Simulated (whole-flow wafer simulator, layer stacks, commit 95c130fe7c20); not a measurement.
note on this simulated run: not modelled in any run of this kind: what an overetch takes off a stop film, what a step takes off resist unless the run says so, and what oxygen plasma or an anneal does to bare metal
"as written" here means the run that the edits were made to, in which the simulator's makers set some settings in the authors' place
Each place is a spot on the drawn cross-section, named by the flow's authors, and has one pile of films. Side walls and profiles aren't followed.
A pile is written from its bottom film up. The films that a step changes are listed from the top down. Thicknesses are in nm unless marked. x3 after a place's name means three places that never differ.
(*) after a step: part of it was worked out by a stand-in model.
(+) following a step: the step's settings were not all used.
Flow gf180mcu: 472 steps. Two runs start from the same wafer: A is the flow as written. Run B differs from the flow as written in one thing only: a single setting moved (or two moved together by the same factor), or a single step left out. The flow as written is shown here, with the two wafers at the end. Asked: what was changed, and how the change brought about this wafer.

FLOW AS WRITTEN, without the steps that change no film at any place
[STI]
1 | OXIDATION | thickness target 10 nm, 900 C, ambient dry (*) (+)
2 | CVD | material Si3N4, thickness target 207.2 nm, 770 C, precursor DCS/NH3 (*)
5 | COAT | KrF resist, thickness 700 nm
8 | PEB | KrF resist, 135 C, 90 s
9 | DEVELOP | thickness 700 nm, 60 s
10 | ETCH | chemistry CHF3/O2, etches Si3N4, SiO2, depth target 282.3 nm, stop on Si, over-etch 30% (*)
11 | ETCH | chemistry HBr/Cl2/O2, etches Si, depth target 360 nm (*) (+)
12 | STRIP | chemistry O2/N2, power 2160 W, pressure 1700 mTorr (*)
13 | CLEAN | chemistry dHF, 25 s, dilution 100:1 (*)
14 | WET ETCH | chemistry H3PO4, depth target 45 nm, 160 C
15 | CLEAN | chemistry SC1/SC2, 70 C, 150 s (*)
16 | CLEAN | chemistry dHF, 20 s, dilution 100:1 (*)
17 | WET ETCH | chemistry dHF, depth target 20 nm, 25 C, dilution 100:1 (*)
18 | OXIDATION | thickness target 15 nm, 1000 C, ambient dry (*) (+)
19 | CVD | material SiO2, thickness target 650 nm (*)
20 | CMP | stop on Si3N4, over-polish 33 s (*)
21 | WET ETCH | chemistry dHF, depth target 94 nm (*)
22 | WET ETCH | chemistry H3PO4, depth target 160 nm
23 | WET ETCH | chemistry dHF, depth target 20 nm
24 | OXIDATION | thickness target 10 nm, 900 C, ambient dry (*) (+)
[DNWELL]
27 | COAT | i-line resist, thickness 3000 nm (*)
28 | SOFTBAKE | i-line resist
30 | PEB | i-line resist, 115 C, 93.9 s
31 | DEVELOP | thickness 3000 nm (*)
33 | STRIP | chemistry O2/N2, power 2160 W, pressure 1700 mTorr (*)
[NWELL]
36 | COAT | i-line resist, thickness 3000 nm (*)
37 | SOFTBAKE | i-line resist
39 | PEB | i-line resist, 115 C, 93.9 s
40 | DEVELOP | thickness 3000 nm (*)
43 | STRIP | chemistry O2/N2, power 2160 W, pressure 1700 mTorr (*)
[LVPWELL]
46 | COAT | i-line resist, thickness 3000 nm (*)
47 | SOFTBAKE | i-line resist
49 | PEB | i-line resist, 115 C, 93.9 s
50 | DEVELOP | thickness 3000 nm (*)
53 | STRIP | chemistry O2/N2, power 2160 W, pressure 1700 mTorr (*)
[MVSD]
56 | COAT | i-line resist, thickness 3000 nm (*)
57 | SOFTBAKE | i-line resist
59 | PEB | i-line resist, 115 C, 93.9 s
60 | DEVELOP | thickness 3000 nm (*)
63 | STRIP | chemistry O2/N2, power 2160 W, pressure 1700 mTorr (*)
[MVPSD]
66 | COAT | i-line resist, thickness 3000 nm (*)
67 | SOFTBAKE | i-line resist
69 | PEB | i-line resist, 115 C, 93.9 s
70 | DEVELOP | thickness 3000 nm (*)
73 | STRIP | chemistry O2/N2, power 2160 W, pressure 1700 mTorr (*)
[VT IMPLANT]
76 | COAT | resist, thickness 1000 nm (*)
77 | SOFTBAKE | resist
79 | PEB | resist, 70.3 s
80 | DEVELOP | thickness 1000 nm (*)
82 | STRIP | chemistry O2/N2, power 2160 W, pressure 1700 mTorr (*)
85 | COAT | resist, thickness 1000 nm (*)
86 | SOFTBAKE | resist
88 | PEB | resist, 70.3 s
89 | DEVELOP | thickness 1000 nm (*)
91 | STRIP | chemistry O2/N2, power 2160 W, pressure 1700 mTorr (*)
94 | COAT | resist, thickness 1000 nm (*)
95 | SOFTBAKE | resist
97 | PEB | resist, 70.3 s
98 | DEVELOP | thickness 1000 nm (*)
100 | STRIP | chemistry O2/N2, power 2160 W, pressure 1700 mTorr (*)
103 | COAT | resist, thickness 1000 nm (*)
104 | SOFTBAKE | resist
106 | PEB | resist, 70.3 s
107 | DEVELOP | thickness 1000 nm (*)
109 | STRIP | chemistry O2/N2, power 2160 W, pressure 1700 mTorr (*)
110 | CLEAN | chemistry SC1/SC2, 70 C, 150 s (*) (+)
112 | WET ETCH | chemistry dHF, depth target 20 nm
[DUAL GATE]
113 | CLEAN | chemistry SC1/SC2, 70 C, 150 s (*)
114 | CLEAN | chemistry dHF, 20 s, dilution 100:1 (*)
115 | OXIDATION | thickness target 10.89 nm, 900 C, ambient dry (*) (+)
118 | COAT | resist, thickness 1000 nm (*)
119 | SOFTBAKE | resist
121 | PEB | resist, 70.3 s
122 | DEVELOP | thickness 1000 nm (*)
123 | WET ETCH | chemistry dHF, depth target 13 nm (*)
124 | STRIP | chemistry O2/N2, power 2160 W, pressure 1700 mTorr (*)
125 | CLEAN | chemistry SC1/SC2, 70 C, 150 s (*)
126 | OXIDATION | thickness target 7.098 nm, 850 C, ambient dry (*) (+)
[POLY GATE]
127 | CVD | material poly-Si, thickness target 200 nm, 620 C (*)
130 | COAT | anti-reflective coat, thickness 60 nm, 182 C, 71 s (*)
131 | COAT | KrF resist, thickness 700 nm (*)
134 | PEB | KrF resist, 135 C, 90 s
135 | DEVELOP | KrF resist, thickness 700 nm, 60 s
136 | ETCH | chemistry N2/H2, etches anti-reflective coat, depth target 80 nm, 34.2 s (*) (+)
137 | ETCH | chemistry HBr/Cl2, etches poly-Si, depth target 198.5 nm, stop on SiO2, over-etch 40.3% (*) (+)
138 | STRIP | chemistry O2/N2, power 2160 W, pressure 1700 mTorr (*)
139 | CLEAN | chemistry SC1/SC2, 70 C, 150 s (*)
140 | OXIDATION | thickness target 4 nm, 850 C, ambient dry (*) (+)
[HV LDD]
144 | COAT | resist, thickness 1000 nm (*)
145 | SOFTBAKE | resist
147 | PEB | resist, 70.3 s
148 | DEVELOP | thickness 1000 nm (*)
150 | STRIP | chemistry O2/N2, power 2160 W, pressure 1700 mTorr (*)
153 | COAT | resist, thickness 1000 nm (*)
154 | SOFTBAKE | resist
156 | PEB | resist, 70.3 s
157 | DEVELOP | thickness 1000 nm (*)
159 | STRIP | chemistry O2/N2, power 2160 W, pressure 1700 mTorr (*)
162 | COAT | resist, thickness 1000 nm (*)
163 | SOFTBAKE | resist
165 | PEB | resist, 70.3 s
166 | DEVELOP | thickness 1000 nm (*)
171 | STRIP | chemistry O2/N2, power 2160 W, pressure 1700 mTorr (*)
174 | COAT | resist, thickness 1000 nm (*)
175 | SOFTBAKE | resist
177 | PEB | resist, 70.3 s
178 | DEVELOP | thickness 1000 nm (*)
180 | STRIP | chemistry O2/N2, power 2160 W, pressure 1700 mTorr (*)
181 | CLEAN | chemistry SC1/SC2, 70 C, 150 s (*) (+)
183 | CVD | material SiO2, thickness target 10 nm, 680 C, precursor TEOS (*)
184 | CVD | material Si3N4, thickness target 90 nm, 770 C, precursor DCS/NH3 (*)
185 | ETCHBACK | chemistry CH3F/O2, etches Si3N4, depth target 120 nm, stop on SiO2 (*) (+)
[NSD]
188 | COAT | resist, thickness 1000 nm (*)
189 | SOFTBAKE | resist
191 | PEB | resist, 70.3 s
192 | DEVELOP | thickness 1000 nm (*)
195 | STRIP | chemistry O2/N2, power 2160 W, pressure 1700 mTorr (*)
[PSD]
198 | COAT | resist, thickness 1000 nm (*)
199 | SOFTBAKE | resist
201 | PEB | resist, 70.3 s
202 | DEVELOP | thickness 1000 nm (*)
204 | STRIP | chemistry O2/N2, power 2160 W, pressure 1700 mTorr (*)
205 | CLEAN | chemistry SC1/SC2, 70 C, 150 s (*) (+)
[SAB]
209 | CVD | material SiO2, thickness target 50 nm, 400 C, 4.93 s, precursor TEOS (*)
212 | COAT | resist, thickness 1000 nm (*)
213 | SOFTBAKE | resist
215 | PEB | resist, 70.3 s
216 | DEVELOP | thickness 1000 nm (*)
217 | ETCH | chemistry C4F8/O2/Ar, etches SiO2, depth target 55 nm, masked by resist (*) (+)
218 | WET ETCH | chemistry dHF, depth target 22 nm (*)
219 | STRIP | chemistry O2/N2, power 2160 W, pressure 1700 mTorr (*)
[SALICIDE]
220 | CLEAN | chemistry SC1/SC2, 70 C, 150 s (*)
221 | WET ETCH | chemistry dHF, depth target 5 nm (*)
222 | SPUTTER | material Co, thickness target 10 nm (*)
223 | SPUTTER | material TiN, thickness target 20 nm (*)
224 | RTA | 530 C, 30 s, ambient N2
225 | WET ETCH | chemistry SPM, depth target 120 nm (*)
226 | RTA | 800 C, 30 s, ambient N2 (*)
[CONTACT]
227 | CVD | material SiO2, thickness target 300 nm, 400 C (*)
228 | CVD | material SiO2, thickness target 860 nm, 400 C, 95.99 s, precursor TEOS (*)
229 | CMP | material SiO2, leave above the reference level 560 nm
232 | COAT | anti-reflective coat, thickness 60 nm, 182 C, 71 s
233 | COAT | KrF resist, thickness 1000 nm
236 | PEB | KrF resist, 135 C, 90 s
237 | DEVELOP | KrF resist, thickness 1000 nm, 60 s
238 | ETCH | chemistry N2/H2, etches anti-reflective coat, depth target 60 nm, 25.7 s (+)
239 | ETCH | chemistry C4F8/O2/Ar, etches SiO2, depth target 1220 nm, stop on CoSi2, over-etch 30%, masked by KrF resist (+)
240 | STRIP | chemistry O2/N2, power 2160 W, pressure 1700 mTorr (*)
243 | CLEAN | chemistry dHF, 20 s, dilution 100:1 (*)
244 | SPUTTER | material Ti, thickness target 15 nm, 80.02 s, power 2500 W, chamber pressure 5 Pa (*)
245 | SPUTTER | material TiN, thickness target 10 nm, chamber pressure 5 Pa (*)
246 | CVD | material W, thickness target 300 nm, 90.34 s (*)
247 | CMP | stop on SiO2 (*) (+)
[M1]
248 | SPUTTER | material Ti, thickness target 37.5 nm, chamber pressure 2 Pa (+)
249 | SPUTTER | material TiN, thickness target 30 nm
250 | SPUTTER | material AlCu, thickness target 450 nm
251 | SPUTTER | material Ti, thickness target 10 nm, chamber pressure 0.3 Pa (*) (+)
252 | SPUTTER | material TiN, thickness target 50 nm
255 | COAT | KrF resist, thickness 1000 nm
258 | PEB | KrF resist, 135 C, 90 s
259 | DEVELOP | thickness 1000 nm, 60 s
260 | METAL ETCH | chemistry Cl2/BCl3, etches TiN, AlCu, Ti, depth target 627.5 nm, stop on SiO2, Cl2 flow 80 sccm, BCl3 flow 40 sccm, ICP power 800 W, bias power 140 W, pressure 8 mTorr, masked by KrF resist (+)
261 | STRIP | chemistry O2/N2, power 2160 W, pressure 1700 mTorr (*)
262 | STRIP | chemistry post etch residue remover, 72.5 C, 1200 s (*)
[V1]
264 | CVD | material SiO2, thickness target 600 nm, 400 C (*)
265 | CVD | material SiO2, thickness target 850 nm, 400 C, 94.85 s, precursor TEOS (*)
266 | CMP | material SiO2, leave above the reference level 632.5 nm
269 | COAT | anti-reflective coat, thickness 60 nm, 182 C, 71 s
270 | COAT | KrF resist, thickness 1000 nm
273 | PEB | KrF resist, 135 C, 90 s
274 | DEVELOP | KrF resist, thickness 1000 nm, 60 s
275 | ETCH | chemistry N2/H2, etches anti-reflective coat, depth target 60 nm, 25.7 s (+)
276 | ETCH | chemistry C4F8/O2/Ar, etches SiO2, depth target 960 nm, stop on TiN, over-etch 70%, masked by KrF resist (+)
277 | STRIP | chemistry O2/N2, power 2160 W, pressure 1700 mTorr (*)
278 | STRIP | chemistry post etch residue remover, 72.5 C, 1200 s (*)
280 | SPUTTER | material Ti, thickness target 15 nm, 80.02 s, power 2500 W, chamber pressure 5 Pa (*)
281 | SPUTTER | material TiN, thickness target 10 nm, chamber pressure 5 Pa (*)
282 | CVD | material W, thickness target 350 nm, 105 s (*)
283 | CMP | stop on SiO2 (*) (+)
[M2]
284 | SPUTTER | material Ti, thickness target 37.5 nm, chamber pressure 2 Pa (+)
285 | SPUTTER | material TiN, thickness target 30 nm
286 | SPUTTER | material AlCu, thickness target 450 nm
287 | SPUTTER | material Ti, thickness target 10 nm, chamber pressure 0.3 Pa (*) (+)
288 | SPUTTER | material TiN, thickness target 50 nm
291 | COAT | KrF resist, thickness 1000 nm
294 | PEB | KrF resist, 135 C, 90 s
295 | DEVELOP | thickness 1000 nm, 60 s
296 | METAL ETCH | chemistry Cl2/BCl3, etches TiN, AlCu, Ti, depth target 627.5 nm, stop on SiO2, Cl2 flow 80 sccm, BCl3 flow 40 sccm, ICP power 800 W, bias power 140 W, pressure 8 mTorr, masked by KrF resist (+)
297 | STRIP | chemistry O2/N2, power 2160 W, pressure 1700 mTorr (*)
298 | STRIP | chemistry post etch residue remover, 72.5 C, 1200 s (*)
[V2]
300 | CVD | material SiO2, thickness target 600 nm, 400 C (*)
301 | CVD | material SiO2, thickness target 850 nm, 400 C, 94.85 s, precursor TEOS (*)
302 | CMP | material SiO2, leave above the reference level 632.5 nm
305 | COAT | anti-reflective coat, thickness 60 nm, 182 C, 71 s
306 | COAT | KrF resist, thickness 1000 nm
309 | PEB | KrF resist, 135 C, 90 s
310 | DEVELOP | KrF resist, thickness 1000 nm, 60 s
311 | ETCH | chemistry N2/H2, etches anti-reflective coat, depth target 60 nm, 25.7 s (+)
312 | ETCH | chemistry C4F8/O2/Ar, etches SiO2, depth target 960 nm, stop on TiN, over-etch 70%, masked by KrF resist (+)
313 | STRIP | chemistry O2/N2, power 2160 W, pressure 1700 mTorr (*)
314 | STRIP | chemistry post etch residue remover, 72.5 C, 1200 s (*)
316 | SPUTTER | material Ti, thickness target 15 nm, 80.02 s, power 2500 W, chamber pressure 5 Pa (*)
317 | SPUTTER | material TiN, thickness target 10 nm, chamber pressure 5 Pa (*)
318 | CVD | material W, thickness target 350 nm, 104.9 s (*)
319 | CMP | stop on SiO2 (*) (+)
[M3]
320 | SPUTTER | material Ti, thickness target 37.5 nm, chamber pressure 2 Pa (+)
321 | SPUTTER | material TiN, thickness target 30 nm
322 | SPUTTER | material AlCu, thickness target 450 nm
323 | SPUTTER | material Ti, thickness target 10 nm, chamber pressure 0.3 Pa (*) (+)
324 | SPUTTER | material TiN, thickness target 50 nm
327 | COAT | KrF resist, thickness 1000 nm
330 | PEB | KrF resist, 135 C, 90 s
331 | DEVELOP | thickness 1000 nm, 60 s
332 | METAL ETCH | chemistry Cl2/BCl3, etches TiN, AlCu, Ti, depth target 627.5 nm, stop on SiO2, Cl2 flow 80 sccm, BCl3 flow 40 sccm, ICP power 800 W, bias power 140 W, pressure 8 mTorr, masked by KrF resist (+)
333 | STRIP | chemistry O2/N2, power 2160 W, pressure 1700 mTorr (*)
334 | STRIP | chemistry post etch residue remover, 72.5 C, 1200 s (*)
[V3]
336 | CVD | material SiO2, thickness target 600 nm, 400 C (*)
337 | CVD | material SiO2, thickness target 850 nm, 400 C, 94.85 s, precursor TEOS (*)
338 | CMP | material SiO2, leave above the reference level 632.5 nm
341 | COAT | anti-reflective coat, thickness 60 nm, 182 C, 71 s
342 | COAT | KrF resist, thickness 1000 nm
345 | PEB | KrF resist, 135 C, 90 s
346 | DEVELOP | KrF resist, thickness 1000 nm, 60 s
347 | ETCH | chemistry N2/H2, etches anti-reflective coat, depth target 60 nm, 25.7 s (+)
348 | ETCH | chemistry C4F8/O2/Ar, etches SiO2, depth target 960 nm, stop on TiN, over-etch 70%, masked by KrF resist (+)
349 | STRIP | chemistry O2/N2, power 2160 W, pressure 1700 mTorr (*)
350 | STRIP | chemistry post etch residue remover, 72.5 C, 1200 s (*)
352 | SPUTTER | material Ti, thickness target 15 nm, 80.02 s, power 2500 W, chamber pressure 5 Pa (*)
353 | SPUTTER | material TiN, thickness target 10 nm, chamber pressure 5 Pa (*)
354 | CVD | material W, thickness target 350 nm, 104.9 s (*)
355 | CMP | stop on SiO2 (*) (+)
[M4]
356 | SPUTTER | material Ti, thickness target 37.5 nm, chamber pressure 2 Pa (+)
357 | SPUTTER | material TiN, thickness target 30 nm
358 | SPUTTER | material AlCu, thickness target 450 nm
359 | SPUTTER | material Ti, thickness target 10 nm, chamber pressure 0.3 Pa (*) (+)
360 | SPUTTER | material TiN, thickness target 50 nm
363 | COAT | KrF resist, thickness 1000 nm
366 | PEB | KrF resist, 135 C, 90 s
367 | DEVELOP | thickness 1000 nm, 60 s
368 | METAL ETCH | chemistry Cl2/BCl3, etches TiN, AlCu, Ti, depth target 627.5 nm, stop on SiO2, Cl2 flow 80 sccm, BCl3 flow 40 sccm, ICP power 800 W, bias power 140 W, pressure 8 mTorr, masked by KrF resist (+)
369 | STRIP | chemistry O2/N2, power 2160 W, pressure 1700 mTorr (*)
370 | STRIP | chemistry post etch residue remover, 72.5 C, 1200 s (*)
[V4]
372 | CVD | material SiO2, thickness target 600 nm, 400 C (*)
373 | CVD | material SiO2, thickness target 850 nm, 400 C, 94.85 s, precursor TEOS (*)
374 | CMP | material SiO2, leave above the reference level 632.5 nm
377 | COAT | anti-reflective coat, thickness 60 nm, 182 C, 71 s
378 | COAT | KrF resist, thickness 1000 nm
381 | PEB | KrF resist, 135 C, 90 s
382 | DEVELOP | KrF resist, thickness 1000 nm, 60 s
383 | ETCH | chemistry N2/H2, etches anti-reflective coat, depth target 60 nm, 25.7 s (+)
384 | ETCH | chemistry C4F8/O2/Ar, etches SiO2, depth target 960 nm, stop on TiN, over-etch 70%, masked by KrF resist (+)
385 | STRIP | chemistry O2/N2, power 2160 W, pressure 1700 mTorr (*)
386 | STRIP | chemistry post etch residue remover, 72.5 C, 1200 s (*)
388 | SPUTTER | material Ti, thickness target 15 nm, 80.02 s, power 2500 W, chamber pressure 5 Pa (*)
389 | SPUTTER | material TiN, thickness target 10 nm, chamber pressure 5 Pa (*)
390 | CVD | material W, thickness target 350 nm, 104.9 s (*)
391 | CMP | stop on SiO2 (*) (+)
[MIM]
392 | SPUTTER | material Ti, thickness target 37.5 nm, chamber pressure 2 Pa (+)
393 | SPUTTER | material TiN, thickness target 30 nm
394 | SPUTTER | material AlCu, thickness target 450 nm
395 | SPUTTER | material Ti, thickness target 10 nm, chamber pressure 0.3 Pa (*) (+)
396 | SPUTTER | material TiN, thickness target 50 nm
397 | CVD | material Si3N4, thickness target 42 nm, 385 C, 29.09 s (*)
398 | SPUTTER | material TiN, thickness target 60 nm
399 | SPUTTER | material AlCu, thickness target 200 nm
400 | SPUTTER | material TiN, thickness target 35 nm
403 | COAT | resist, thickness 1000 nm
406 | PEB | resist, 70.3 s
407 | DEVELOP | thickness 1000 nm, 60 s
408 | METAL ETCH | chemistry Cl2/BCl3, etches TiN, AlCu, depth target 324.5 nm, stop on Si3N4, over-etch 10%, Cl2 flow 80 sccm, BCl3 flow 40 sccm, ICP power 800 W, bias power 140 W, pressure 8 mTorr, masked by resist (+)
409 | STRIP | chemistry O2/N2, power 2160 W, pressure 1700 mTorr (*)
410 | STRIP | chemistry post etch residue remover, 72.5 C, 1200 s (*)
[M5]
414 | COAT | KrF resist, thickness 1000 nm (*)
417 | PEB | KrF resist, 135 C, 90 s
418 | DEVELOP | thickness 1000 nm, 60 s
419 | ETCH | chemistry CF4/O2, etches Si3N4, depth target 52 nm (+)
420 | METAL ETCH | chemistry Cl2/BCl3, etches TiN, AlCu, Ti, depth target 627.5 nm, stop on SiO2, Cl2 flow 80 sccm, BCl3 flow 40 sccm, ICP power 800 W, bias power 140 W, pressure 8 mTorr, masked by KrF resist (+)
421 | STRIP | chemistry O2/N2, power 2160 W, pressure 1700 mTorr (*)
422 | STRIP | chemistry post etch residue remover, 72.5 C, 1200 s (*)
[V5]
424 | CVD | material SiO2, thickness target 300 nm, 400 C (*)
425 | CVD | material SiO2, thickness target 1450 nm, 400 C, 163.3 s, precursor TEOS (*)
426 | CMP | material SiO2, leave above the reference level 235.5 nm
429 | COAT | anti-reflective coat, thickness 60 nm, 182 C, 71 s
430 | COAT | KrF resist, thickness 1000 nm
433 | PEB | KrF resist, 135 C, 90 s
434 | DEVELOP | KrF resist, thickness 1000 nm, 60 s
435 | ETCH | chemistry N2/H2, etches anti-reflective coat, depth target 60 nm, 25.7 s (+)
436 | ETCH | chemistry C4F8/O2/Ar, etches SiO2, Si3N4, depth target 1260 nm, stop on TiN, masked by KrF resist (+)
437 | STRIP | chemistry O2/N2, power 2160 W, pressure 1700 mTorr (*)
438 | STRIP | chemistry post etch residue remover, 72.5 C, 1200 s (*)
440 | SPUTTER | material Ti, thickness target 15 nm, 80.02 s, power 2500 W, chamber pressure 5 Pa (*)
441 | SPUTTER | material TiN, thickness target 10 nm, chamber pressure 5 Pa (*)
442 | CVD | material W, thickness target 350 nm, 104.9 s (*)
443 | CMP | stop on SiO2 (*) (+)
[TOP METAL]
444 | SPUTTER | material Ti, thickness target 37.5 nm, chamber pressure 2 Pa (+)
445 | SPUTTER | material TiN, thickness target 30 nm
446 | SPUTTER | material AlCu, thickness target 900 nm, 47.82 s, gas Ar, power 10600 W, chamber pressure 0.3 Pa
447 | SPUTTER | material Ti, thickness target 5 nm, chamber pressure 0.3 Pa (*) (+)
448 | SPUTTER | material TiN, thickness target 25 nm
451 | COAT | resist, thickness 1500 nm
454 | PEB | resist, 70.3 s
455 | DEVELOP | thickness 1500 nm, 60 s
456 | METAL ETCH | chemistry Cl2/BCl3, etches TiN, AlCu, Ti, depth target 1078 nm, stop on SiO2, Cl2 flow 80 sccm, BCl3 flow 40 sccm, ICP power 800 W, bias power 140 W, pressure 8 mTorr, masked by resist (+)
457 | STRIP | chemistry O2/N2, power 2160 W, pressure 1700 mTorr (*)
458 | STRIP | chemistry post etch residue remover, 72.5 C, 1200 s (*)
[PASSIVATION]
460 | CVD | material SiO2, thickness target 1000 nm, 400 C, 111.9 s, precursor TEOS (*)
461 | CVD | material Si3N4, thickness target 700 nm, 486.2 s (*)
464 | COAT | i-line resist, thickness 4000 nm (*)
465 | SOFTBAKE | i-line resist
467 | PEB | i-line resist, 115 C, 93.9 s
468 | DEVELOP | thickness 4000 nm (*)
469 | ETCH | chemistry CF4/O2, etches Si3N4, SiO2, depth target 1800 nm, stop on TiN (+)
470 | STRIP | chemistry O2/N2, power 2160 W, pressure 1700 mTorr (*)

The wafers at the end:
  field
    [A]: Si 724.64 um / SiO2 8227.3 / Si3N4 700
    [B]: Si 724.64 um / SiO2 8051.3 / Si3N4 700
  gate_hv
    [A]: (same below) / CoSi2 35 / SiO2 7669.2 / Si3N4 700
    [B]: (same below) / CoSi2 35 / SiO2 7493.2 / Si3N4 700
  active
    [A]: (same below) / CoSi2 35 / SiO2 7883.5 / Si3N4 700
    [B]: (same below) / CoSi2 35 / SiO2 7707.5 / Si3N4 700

What caused this: step 286, SPUTTER: thickness target 274 nm was run, while the flow as written has thickness target 450 nm.

The path from the change to this, step by step:
  286 | SPUTTER | material AlCu, thickness target 450 nm
      field, field__w1, field__w2 and 108 more: A +450 AlCu (new film) | B +274 AlCu (new film)
  296 | METAL ETCH | chemistry Cl2/BCl3, etches TiN, AlCu, Ti, depth target 627.5 nm, stop on SiO2, Cl2 flow 80 sccm, BCl3 flow 40 sccm, ICP power 800 W, bias power 140 W, pressure 8 mTorr, masked by KrF resist (+)
      field, field__w1, field__w2 and 103 more: A -50 TiN (all of it), -10 Ti (all of it), -450 AlCu (all of it), -30 TiN (all of it), -37.5 Ti (all of it) | B -50 TiN (all of it), -10 Ti (all of it), -274 AlCu (all of it), -30 TiN (all of it), -37.5 Ti (all of it)
      field__w8, contact, m1, m1__w1, m1_nw: A -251 KrF resist | B -240.9 KrF resist
  302 | CMP | material SiO2, leave above the reference level 632.5 nm
      field, field__w1, field__w2 and 103 more: A -300 SiO2 | B -476 SiO2
